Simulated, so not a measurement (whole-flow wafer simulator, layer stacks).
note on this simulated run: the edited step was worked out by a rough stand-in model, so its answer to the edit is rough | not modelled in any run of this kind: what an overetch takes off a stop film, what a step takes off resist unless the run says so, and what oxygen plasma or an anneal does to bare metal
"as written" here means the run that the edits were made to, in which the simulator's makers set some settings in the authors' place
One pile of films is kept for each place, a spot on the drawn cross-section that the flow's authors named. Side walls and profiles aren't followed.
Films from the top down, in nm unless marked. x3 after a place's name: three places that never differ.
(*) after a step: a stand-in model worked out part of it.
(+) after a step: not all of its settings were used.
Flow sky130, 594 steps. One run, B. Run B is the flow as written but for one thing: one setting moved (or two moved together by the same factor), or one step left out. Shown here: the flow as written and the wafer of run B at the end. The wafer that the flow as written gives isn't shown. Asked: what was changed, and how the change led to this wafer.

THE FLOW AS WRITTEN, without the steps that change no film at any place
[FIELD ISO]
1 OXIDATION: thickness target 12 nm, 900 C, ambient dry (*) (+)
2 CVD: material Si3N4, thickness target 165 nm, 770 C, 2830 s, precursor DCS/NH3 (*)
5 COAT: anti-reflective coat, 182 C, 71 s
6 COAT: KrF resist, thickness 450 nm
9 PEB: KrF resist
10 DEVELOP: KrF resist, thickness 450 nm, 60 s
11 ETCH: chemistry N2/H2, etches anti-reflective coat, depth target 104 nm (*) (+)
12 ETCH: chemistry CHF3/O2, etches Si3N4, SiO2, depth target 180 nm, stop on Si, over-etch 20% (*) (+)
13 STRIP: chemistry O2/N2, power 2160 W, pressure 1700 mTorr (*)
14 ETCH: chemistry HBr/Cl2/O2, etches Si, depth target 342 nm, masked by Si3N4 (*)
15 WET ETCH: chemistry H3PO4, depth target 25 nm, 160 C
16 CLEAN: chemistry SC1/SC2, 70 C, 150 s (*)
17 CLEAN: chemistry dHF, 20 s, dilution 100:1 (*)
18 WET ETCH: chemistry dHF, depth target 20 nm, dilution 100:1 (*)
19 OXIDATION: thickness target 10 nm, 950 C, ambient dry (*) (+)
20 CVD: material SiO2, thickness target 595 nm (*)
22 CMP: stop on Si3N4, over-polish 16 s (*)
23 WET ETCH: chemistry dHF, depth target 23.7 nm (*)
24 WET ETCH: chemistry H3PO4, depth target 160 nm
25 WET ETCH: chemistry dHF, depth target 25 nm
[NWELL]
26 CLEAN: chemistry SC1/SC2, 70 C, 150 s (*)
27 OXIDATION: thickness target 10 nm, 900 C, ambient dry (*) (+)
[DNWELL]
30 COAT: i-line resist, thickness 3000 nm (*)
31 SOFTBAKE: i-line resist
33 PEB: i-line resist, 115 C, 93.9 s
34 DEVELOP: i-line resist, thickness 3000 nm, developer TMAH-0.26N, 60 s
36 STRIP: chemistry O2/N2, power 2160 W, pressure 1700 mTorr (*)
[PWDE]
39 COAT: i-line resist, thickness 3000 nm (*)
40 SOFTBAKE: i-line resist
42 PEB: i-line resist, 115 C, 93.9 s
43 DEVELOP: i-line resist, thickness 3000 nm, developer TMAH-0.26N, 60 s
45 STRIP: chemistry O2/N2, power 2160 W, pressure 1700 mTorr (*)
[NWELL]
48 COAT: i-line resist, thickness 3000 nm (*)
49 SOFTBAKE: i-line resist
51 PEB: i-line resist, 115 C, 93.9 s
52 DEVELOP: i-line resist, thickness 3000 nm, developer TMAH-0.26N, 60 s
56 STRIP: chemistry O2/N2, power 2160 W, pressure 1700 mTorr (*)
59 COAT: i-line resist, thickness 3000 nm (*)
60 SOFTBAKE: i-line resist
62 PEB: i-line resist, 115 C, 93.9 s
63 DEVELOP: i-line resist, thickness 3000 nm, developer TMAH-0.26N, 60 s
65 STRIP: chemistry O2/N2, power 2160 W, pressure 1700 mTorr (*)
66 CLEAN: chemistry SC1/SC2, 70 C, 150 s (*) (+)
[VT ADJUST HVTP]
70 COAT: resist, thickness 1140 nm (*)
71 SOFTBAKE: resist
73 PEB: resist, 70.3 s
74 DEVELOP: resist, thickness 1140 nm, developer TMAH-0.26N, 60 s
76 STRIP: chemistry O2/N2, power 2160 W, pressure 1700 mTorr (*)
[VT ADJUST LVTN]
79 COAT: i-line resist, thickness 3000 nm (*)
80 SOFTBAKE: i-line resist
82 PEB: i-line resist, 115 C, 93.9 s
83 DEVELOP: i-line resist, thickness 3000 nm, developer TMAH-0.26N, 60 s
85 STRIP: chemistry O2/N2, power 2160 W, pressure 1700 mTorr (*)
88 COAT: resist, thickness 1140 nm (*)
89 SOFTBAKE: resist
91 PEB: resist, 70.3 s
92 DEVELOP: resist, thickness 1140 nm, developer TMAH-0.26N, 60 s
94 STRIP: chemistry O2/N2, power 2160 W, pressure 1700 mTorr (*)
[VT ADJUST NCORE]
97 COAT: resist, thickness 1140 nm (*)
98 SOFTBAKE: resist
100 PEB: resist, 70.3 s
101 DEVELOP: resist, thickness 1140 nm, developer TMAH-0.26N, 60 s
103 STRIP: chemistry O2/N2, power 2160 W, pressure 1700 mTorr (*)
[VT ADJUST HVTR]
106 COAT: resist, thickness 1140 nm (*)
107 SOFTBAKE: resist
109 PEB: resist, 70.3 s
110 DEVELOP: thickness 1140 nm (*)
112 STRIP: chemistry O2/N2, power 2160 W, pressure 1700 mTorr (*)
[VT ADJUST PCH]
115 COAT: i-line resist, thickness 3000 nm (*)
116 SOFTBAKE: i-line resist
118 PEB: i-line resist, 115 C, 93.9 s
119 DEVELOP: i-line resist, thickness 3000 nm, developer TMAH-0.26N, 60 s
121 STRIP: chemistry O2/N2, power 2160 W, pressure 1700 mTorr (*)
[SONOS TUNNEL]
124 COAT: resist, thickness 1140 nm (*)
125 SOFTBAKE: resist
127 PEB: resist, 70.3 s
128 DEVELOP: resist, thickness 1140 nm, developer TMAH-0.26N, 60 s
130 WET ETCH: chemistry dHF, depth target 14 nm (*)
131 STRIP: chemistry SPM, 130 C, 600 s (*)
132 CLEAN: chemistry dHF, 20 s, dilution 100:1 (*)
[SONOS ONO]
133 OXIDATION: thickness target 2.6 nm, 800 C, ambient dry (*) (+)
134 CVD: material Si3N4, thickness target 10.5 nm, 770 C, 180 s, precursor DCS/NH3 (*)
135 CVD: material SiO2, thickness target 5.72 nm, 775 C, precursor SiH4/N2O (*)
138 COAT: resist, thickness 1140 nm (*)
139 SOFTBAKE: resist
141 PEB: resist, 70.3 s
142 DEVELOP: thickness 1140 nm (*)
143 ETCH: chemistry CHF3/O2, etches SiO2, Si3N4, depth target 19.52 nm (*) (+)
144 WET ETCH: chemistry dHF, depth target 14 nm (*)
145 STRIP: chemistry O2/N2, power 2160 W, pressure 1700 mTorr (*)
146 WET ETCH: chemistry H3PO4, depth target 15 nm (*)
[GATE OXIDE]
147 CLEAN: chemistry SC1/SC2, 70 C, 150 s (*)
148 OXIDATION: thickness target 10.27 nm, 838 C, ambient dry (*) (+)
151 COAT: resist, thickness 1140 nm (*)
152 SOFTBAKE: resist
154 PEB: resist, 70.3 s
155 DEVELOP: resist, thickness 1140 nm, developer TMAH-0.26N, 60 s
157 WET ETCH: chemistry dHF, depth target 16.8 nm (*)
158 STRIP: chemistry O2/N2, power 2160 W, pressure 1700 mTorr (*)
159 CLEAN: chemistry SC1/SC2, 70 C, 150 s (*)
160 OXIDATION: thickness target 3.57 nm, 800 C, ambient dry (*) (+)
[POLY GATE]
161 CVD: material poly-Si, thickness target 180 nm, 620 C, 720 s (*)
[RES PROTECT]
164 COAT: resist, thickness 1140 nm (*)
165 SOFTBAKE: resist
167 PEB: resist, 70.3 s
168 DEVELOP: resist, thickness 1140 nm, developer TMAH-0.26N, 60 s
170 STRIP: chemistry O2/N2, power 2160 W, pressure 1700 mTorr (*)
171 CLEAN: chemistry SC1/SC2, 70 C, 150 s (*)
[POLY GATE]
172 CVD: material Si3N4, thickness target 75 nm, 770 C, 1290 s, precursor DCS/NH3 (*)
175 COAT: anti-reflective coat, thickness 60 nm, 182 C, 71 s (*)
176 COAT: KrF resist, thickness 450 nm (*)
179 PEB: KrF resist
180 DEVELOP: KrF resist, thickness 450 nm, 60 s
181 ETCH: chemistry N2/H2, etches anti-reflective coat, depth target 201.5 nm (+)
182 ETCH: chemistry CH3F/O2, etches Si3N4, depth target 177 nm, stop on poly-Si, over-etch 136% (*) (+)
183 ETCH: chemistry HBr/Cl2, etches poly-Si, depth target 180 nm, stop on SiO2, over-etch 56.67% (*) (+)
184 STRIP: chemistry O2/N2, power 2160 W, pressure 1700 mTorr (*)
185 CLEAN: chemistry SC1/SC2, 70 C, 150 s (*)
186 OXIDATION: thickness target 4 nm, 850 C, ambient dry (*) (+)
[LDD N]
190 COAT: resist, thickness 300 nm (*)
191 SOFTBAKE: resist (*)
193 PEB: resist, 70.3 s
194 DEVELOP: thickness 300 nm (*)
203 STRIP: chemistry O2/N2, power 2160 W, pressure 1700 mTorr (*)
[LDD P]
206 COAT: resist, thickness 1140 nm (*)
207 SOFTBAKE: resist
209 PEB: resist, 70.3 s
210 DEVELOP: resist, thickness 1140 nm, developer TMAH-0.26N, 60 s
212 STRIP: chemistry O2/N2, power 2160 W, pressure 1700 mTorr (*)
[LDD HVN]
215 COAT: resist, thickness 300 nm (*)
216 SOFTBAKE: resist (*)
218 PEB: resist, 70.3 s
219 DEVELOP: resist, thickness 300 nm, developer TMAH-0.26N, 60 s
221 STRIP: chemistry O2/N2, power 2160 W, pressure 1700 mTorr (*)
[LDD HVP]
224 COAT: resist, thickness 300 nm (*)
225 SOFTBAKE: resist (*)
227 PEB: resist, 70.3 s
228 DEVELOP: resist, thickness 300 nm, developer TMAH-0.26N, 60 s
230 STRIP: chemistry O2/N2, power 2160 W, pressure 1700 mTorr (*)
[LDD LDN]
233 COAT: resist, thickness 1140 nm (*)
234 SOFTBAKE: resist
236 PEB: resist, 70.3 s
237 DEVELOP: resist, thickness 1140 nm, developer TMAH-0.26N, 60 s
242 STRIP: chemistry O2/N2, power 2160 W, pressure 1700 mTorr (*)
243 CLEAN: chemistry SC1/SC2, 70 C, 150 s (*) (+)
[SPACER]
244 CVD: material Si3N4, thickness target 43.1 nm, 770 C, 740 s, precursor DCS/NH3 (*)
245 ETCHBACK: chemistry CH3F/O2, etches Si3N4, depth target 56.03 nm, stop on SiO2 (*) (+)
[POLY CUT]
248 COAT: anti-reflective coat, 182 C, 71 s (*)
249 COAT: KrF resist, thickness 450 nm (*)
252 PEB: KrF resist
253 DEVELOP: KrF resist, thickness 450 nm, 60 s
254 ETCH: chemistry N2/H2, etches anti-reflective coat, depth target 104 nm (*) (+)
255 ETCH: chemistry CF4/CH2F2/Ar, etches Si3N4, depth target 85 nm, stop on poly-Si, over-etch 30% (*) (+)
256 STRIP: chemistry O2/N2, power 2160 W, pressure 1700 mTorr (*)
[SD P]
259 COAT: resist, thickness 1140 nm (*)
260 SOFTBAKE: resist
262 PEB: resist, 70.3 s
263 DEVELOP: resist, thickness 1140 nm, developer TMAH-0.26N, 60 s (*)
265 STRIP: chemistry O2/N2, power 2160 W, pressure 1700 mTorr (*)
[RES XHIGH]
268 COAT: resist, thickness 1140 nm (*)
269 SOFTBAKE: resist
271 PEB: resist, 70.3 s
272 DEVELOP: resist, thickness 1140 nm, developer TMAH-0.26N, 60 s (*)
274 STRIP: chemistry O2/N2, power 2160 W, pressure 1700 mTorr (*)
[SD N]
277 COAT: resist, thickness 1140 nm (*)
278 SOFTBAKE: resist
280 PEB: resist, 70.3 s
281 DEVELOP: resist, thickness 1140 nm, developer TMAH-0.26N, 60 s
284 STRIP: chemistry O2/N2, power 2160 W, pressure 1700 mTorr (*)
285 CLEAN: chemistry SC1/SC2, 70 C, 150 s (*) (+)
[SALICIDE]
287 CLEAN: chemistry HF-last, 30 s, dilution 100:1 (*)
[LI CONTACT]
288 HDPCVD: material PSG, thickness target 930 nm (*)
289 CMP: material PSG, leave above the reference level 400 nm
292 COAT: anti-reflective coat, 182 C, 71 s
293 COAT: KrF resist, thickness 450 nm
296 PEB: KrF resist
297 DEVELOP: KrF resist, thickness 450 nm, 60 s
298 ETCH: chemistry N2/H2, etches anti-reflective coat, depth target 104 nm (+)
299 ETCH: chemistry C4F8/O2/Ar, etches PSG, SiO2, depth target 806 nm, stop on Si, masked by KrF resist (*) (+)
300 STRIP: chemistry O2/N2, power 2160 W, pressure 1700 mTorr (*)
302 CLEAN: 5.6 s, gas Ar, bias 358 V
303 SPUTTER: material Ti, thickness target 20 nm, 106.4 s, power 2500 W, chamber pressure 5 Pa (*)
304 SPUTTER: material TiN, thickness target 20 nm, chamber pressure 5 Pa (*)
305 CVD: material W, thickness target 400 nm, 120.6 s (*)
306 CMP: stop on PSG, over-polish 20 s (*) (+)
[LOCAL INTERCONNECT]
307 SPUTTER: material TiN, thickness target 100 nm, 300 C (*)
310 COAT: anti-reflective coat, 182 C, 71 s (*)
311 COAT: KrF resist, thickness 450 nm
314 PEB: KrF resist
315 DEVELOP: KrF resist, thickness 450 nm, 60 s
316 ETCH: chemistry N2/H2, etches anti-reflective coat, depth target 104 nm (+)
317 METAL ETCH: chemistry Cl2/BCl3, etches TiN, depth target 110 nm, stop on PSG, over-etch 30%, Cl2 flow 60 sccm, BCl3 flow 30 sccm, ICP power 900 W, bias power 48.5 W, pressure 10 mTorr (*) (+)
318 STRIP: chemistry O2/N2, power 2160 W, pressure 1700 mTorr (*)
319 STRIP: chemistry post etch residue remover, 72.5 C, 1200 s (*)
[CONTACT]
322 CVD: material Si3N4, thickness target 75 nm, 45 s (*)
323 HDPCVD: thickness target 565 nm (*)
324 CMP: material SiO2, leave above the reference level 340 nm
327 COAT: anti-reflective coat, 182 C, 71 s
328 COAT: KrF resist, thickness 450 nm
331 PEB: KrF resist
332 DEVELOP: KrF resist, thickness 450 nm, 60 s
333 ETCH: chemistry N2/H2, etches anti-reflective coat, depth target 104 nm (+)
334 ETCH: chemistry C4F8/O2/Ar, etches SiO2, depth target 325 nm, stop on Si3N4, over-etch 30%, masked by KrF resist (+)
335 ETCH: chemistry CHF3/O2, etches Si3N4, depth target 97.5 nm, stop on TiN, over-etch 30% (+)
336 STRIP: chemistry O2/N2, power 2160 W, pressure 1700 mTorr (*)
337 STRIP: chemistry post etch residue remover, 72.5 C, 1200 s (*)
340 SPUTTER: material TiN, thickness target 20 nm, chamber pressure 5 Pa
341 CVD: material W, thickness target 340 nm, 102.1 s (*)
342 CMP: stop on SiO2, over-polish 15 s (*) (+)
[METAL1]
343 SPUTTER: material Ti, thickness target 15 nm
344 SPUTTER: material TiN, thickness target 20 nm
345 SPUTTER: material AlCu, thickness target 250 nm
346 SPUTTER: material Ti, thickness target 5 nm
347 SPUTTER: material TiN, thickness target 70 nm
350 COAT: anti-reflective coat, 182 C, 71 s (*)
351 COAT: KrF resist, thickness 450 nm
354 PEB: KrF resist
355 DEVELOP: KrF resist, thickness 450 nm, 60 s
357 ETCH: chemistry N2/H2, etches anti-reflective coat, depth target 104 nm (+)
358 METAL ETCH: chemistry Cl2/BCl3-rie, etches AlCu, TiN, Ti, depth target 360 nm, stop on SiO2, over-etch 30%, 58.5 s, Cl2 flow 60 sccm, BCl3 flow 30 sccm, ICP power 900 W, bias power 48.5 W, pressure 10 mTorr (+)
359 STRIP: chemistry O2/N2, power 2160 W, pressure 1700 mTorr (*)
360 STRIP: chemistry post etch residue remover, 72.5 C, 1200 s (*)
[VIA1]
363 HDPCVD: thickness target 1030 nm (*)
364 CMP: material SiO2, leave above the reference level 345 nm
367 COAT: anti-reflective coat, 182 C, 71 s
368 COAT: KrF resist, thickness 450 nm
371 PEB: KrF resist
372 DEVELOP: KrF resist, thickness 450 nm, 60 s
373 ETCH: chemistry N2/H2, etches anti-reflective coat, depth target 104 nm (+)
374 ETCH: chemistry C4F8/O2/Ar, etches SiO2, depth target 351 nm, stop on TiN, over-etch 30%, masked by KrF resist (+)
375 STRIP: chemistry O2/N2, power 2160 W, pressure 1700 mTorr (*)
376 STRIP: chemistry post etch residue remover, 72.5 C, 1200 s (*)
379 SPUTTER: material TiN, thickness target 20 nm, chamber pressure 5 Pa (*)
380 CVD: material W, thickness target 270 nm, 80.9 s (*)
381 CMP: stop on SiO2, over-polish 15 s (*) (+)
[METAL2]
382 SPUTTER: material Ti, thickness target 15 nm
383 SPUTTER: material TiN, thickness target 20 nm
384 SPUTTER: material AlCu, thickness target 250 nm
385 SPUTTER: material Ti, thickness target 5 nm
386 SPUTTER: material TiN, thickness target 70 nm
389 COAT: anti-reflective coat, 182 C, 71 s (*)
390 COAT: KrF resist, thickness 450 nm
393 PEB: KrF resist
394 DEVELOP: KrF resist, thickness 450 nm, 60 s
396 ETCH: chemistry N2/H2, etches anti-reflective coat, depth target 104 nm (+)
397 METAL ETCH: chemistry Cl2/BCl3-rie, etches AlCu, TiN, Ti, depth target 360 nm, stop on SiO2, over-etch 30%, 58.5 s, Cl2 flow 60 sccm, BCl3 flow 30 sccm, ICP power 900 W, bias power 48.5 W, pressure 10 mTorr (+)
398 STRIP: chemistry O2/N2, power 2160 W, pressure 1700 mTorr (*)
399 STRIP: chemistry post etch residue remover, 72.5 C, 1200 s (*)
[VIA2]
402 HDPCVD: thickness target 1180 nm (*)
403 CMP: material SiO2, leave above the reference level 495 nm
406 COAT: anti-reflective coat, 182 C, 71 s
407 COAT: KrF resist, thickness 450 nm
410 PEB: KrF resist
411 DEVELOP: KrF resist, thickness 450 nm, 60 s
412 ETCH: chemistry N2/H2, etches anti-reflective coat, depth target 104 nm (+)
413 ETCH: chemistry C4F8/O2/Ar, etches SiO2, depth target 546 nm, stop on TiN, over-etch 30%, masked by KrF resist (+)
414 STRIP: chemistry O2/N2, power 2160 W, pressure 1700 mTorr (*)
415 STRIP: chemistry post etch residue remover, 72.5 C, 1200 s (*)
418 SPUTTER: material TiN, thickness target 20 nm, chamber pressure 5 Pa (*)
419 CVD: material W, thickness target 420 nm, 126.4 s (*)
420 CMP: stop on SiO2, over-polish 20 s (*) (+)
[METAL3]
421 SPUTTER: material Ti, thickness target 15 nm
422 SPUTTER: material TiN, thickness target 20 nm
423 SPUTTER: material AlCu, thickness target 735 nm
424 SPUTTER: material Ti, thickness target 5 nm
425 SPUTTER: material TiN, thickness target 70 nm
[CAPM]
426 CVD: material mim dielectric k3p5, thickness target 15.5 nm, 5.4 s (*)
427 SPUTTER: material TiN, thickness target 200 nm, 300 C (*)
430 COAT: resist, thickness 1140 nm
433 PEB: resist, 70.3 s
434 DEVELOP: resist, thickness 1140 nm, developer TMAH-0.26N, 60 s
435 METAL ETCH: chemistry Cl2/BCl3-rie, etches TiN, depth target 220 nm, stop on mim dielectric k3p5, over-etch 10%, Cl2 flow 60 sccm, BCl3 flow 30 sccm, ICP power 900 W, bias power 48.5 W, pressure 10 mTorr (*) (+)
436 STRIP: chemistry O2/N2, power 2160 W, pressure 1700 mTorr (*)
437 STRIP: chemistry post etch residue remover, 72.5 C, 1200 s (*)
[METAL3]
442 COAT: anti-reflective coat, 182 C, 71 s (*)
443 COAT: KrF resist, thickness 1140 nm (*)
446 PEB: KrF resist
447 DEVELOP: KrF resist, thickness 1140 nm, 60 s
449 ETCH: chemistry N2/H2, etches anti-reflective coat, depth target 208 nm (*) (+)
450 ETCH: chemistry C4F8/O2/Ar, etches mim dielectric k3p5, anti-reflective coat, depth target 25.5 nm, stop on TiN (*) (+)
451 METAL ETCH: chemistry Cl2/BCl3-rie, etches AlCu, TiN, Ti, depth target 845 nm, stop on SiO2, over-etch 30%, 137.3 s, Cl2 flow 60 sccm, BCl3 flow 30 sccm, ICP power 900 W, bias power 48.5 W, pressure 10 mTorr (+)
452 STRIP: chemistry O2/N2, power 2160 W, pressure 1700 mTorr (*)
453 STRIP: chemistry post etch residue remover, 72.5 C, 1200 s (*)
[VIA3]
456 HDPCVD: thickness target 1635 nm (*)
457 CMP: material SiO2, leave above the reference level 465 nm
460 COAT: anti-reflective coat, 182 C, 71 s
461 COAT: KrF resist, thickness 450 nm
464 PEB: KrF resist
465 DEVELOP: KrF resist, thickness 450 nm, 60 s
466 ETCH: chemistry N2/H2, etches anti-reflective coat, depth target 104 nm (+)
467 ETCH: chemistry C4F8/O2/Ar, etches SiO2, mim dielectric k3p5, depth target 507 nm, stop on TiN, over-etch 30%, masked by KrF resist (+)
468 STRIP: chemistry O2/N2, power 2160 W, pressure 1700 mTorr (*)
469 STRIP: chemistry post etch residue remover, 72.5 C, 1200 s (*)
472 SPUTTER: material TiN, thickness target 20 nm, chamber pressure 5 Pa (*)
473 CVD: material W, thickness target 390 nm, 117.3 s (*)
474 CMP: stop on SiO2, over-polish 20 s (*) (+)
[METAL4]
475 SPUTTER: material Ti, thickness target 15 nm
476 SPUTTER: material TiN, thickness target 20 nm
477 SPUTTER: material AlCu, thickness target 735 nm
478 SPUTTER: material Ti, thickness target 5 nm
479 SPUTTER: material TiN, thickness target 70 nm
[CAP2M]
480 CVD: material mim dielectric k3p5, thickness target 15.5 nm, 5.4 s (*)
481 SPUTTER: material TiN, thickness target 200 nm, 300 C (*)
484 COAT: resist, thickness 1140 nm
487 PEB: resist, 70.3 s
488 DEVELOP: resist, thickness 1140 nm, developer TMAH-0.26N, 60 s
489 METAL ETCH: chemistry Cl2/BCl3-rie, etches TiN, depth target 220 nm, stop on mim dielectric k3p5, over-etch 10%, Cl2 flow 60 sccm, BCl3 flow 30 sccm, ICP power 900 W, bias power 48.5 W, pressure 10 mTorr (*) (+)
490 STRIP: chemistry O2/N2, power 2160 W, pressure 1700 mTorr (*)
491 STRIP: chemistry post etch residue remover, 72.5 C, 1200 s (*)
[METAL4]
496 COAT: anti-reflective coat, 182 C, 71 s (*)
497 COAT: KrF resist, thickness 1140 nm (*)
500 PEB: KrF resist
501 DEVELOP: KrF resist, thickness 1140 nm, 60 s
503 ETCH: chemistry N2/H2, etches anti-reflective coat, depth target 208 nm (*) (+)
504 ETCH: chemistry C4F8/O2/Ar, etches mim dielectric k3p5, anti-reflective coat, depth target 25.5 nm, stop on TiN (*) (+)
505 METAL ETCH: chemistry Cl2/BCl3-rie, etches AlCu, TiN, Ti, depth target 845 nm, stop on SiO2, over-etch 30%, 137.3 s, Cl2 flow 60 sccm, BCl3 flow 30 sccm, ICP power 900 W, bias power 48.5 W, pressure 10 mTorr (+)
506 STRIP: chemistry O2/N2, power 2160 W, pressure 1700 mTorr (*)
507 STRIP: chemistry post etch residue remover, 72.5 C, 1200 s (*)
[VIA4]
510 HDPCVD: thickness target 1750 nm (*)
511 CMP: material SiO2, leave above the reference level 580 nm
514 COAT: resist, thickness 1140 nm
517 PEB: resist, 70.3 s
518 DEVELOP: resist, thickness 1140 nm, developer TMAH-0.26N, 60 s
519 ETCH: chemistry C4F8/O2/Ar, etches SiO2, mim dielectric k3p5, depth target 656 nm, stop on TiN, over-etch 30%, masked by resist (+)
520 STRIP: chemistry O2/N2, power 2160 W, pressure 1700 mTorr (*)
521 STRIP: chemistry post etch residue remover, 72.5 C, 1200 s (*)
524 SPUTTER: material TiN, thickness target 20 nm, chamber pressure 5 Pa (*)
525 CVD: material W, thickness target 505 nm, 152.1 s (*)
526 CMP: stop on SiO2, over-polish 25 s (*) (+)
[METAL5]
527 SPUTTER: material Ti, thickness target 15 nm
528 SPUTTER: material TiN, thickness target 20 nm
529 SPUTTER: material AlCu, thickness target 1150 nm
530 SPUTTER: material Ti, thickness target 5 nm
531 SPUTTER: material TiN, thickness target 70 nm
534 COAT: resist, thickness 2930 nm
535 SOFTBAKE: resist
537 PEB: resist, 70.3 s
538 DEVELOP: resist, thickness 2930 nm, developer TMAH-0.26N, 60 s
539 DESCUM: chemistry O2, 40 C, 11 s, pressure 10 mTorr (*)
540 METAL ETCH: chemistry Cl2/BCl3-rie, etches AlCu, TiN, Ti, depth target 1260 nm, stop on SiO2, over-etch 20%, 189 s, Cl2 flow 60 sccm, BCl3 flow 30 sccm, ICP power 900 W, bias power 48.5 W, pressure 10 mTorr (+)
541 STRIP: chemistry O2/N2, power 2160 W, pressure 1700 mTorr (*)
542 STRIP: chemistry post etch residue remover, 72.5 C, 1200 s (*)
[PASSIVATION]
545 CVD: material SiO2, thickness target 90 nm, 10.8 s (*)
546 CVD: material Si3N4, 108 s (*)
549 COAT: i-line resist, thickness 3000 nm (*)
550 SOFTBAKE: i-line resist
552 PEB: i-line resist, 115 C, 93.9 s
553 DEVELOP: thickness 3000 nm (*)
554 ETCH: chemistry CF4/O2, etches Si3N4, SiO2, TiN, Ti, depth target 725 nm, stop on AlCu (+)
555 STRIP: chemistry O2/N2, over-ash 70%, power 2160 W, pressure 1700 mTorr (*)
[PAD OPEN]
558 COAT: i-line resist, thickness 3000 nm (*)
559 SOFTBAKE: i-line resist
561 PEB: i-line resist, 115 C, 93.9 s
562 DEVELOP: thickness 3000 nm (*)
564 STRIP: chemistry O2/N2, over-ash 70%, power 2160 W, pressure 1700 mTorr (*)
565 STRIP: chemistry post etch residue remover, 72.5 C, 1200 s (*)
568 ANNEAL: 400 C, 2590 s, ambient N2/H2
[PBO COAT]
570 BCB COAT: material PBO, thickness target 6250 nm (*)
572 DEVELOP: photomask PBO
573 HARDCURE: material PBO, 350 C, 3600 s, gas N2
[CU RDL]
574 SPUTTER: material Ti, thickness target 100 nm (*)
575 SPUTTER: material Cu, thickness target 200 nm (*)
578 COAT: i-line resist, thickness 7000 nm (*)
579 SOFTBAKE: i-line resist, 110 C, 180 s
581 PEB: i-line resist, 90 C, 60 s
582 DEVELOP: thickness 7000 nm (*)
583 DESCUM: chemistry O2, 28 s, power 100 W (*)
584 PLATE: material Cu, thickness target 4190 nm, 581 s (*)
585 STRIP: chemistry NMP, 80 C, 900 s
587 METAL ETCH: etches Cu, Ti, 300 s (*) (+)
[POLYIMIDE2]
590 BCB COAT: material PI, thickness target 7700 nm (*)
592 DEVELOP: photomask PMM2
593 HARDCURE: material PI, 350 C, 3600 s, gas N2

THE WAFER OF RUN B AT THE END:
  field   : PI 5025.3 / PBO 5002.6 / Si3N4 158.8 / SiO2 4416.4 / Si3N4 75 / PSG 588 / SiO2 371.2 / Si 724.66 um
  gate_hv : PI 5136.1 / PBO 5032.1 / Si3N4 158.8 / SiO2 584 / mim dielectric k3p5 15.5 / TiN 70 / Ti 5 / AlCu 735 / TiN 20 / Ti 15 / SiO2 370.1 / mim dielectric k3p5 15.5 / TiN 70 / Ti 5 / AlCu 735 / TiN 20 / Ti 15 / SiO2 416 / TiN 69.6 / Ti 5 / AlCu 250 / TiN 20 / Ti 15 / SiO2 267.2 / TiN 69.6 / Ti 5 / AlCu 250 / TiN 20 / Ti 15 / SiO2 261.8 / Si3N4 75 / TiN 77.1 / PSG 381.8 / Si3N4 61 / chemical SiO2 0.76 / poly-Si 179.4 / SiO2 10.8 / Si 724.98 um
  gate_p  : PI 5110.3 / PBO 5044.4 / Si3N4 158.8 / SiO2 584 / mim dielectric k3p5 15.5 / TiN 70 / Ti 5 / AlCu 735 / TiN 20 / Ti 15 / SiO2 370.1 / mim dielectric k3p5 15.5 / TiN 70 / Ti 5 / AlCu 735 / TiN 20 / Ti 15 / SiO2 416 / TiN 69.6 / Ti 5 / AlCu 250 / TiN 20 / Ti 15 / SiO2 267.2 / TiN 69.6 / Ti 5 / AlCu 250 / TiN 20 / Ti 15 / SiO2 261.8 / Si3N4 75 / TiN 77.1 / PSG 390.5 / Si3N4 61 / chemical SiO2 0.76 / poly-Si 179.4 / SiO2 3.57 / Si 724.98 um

The cause: step 307, SPUTTER: thickness target 77.5 nm was run, where the flow has thickness target 100 nm.

How the change led to this, step by step:
  307 SPUTTER: material TiN, thickness target 100 nm, 300 C (*)
      field, active, n_well and 188 more: TiN +77.5 (new film) (as written it would be: TiN +100 (new film))
  317 METAL ETCH: chemistry Cl2/BCl3, etches TiN, depth target 110 nm, stop on PSG, over-etch 30%, Cl2 flow 60 sccm, BCl3 flow 30 sccm, ICP power 900 W, bias power 48.5 W, pressure 10 mTorr (*) (+)
      n_well, p_well, gate_hv and 97 more: KrF resist -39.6 (as written it would be: KrF resist -44)
      field, active, gate and 88 more: TiN -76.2 (all of it) (as written it would be: TiN -98.7 (all of it))
  324 CMP: material SiO2, leave above the reference level 340 nm
      field, active, gate and 88 more: SiO2 -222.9 (as written it would be: SiO2 -200.4)
